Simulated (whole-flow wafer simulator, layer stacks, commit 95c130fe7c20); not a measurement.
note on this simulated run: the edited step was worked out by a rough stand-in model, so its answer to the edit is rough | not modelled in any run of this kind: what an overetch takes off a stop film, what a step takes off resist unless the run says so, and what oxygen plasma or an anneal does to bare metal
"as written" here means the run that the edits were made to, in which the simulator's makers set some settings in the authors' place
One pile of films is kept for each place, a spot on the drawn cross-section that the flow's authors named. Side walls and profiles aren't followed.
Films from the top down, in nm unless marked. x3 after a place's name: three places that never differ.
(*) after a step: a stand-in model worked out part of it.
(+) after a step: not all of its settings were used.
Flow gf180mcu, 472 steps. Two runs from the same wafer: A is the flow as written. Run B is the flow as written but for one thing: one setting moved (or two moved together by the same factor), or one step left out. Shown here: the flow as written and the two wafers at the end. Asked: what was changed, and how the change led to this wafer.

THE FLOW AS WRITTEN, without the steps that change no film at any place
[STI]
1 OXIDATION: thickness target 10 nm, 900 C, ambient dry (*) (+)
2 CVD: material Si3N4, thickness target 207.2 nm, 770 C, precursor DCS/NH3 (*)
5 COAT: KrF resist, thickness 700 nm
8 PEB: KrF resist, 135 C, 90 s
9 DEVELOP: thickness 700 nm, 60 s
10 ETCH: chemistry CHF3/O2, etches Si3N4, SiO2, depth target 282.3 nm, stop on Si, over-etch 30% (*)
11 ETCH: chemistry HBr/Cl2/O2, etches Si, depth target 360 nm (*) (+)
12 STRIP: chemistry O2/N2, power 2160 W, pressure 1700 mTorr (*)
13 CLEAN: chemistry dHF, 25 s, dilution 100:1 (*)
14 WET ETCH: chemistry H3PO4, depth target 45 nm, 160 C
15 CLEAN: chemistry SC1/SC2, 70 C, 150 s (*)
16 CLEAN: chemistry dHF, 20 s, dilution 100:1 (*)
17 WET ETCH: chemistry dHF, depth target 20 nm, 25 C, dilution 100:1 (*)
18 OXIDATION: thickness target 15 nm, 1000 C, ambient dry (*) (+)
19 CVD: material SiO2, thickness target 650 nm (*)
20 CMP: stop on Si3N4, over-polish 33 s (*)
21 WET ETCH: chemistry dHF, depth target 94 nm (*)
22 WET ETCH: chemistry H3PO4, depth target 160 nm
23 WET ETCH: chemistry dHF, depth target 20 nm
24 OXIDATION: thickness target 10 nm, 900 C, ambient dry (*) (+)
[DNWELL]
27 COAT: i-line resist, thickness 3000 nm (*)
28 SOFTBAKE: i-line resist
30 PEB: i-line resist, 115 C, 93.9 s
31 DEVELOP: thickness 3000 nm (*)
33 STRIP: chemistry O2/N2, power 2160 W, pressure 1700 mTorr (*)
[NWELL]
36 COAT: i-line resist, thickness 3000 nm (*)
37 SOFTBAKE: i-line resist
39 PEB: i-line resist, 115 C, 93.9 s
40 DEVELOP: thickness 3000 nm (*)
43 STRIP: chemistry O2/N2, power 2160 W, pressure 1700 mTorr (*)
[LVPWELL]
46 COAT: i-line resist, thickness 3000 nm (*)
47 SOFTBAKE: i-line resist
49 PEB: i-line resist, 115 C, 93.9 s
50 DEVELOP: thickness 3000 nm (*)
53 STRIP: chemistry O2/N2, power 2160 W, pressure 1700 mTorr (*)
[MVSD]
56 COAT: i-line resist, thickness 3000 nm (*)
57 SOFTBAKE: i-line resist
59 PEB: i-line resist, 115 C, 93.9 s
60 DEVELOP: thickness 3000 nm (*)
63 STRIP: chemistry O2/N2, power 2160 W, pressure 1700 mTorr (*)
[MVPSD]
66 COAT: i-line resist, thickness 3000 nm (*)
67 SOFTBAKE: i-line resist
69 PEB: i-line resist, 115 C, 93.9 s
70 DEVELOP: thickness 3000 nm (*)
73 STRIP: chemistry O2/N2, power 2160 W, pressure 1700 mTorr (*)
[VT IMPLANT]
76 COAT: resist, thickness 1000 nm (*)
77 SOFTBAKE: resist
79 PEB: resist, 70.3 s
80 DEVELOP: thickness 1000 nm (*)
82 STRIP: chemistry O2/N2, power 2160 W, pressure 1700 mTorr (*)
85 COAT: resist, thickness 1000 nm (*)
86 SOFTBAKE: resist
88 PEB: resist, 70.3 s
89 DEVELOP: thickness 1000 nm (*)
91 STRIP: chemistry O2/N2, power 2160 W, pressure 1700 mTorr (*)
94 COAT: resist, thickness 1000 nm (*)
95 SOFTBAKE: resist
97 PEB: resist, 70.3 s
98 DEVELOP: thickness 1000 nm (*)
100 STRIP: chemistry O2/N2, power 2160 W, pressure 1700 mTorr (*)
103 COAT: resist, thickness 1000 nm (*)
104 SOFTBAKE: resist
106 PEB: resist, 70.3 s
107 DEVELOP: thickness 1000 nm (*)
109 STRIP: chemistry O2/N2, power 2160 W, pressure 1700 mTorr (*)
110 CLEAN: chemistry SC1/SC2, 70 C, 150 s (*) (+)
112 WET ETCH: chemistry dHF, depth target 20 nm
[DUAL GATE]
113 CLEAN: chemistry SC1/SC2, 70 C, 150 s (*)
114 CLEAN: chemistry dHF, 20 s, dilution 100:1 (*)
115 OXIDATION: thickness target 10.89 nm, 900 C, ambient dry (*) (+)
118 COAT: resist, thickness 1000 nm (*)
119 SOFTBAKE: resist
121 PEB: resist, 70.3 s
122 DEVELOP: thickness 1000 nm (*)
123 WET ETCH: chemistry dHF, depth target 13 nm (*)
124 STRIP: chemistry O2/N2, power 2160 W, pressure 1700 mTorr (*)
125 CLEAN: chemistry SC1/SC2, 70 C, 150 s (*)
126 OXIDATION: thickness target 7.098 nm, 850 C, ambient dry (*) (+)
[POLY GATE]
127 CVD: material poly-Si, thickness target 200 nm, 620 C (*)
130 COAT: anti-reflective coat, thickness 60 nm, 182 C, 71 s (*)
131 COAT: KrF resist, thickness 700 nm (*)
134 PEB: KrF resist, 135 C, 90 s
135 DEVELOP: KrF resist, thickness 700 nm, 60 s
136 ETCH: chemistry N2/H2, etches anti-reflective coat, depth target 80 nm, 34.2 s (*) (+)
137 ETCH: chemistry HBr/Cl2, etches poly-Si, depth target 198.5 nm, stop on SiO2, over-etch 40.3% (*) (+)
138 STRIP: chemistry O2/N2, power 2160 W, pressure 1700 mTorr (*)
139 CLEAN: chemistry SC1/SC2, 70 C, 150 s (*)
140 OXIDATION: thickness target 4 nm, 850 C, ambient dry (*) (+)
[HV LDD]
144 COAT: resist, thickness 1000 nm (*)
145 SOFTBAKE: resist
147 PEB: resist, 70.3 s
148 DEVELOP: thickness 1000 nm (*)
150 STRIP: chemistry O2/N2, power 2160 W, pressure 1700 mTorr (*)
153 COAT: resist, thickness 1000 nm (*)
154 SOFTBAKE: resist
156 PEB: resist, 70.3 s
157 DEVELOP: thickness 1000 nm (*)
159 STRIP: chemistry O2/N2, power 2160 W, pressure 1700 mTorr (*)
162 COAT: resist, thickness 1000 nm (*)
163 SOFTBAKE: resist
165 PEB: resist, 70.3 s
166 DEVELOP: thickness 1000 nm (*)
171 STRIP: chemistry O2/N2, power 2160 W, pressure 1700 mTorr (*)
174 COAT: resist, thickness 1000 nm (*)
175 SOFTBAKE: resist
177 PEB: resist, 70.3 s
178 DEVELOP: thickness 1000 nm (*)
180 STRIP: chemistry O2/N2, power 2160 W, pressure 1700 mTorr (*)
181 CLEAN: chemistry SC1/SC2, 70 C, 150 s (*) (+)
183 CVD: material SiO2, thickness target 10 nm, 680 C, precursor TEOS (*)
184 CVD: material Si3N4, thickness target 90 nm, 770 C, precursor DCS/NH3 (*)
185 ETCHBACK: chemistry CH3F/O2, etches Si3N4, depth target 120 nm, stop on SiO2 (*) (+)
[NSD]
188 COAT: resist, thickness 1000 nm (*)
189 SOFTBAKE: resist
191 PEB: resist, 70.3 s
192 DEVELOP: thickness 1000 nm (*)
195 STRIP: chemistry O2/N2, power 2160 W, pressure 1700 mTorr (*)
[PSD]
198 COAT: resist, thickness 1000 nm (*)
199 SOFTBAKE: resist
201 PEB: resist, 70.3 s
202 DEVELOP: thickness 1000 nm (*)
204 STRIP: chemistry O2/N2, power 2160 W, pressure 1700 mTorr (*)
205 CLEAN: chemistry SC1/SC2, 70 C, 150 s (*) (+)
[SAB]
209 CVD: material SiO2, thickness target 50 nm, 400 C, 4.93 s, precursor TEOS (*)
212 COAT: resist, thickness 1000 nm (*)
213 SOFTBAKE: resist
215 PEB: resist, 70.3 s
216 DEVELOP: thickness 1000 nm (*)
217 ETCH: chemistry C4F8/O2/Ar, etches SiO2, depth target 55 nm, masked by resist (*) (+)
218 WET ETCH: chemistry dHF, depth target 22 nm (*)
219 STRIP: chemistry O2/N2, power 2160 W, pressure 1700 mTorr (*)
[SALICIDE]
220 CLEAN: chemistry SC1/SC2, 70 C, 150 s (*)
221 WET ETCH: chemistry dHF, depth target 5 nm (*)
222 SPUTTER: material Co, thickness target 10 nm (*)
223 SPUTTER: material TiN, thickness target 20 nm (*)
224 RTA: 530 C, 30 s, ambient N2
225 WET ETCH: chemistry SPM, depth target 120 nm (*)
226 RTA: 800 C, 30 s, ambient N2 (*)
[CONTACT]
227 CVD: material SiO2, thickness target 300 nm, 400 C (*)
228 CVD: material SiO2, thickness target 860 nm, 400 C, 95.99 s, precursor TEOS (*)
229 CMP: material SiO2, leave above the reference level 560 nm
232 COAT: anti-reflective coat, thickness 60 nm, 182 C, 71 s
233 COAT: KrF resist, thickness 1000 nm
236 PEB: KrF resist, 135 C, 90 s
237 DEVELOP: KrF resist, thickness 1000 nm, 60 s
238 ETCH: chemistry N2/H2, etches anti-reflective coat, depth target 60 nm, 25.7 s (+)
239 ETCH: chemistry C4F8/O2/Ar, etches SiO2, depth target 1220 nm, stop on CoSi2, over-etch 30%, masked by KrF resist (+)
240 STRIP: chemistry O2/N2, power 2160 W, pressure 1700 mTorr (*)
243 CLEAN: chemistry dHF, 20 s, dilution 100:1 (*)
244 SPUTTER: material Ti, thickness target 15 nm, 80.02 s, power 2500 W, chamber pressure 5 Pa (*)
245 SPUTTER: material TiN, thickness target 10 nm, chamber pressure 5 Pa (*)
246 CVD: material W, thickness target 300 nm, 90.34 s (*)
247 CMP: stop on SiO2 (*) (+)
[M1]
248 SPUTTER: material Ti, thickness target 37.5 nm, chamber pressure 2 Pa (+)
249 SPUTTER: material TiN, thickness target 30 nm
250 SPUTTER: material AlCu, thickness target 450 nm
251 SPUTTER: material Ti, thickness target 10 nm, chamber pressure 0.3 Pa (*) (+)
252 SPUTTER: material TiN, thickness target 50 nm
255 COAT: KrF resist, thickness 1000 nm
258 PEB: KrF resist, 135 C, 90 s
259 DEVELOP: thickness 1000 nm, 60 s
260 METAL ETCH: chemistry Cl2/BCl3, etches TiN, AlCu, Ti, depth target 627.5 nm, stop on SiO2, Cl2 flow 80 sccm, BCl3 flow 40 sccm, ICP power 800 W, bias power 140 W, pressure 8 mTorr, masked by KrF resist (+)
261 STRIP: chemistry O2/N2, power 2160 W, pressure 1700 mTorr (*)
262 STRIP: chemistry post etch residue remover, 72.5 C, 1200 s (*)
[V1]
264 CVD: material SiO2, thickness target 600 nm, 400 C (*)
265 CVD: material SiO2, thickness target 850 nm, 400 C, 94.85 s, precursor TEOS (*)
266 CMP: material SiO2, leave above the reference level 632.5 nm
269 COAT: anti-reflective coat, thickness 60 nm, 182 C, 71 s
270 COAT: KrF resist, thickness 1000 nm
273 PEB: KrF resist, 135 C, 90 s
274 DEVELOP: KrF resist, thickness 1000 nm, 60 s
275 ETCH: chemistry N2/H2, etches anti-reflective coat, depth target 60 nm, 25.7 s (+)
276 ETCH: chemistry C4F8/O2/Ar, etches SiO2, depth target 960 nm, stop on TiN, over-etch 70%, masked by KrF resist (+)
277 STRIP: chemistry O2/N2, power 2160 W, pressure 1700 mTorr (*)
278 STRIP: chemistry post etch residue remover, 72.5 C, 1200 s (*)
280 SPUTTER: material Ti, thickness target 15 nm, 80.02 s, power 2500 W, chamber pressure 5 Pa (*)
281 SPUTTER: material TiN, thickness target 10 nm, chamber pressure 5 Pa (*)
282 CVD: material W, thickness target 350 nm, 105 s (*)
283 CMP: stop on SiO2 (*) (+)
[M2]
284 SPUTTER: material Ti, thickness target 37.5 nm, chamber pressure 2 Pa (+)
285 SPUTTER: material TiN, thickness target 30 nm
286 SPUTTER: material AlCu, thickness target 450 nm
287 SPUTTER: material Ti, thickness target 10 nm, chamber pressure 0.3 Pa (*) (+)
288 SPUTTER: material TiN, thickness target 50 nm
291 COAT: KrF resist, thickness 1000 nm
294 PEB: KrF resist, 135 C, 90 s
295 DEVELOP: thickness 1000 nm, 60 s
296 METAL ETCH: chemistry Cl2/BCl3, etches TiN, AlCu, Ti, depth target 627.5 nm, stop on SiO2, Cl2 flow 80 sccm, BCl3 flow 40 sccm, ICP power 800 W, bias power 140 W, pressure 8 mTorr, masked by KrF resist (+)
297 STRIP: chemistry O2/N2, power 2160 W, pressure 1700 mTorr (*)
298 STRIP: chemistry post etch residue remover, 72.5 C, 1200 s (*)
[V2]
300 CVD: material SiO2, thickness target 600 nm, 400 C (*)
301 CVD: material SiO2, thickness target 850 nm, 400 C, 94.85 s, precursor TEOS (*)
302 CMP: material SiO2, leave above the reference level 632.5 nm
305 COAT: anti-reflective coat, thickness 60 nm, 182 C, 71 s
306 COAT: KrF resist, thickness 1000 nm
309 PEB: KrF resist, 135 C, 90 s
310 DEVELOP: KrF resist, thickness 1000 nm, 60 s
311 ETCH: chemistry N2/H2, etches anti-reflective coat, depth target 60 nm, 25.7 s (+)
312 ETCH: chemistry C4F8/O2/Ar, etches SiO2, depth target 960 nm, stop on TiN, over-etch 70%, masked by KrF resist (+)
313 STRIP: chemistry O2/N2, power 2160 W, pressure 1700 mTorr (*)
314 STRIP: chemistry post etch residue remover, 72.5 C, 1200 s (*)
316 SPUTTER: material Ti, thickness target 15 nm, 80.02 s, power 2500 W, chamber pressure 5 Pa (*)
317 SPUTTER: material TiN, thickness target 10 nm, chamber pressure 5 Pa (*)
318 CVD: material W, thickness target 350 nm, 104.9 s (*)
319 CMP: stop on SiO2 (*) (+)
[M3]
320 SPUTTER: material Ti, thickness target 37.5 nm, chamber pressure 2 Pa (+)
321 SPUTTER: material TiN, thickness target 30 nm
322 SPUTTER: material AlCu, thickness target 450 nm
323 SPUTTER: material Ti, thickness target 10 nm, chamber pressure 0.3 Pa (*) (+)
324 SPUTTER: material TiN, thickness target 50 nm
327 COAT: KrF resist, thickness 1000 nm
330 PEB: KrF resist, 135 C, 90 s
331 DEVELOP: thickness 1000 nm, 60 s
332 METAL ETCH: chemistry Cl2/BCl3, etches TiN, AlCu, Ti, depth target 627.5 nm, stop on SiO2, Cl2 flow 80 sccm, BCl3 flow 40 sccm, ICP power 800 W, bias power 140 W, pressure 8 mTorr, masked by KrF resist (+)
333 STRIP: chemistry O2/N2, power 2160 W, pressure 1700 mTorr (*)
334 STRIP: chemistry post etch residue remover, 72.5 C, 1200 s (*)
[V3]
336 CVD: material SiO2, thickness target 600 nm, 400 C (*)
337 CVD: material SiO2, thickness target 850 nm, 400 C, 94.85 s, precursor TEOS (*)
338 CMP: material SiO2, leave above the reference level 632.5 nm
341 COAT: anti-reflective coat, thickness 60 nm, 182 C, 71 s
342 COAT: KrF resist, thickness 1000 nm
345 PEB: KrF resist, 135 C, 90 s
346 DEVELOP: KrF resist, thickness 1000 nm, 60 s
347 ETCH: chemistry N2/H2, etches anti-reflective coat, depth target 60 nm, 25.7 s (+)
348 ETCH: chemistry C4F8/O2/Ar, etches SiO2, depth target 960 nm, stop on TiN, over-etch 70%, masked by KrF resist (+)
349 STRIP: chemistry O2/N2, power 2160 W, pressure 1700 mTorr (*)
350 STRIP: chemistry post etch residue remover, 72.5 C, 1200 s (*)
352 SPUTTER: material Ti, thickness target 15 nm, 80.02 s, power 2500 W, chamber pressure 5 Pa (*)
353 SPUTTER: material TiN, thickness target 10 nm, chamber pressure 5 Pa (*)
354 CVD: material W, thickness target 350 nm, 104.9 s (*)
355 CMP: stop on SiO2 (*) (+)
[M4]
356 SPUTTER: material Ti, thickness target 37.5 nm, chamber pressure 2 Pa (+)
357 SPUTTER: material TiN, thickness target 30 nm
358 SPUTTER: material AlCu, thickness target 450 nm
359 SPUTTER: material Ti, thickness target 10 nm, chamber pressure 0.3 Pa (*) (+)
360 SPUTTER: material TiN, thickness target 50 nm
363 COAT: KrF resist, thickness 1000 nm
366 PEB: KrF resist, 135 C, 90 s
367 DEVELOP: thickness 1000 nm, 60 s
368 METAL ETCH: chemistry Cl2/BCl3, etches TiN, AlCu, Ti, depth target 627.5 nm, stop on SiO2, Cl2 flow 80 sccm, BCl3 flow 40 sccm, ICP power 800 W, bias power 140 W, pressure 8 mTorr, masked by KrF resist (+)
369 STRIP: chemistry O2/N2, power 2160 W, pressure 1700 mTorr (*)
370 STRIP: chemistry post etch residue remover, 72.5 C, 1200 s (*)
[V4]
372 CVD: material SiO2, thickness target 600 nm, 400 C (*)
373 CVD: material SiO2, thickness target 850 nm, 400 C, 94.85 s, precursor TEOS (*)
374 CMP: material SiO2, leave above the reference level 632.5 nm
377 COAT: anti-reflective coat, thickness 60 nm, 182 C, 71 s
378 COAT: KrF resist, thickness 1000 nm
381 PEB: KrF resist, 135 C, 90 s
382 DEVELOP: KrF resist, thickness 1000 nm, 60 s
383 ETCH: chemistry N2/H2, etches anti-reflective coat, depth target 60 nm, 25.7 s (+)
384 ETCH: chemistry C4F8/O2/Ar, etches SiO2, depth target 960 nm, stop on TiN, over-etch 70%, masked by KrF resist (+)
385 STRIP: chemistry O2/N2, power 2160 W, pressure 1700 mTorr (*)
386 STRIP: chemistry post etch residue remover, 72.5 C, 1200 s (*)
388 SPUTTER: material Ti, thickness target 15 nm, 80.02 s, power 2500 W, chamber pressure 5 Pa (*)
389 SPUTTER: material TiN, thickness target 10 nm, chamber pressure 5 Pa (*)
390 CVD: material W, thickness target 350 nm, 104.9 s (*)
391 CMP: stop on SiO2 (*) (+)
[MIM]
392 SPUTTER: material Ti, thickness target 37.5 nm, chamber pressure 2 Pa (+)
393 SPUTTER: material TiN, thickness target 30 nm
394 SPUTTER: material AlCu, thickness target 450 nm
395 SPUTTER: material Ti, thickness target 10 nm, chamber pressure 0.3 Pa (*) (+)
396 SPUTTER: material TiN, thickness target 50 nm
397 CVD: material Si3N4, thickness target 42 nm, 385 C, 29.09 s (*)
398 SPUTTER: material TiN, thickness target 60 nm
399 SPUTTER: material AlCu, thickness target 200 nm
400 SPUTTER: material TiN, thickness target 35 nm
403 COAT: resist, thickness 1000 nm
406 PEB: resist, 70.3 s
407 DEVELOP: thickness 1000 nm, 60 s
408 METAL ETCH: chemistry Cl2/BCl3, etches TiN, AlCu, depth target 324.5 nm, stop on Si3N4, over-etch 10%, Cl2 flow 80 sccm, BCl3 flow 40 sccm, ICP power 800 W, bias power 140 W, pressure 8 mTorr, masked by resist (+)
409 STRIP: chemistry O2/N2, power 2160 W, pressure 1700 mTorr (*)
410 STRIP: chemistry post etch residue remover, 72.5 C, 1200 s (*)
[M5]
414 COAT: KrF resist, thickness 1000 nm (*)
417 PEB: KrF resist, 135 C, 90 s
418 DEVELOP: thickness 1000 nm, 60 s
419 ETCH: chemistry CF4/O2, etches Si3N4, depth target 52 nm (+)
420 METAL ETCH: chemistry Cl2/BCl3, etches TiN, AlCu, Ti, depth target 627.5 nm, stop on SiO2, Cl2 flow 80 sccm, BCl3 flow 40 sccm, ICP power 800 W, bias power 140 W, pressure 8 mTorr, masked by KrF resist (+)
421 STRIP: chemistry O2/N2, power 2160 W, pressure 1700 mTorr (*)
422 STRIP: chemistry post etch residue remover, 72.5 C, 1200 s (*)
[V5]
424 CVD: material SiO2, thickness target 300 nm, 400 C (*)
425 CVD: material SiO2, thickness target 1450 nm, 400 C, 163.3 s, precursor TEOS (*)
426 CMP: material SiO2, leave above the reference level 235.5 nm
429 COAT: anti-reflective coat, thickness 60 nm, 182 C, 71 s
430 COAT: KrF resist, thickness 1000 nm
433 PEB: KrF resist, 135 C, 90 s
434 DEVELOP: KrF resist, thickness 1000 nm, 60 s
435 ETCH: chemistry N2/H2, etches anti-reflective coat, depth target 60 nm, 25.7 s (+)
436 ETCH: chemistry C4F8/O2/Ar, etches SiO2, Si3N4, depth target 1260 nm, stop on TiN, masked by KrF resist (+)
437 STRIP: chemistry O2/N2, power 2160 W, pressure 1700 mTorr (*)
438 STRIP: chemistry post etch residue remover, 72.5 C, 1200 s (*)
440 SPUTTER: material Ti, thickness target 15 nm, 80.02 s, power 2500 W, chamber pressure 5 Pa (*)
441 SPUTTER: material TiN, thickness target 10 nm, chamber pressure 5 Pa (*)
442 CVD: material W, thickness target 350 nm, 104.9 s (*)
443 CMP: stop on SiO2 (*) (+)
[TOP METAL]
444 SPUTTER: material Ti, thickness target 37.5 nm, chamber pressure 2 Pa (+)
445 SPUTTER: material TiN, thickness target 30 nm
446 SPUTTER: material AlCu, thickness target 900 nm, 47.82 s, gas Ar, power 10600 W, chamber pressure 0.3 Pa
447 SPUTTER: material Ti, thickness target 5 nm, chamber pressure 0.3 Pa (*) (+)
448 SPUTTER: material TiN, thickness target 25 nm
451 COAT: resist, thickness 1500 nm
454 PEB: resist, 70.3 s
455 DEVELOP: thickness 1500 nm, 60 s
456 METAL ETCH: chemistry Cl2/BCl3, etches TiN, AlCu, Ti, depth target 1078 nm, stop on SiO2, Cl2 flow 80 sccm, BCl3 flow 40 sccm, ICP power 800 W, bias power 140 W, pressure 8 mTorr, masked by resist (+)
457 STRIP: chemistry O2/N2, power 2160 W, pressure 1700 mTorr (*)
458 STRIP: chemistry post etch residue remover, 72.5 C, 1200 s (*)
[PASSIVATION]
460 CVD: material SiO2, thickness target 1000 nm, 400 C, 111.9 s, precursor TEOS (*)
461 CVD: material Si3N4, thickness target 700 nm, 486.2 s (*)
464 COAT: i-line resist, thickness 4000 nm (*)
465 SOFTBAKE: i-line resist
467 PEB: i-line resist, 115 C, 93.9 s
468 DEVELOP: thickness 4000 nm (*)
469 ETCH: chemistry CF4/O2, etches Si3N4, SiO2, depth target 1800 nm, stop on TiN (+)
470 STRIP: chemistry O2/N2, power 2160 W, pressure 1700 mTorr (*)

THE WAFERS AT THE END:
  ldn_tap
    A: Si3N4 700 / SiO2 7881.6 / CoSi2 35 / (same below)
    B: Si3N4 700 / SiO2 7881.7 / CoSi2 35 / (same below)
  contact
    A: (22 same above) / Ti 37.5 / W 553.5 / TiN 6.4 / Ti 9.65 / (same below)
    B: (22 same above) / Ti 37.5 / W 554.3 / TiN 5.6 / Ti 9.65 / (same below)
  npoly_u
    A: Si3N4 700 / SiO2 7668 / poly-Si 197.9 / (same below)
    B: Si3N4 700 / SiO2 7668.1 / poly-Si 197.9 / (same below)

The cause: step 353, SPUTTER: thickness target 8.75 nm was run, where the flow has thickness target 10 nm.

How the change led to this, step by step:
  353 SPUTTER: material TiN, thickness target 10 nm, chamber pressure 5 Pa (*)
      field, field__w1, field__w2 and 107 more: A TiN +10 (new film) | B TiN +8.75 (new film)
      contact: A TiN +6.4 (new film) | B TiN +5.6 (new film)
  355 CMP: stop on SiO2 (*) (+)
      field, field__w1, field__w2 and 107 more: A W -350 (all of it), TiN -10 (all of it), Ti -15 (all of it), SiO2 -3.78 | B W -350 (all of it), TiN -8.75 (all of it), Ti -15 (all of it), SiO2 -3.77
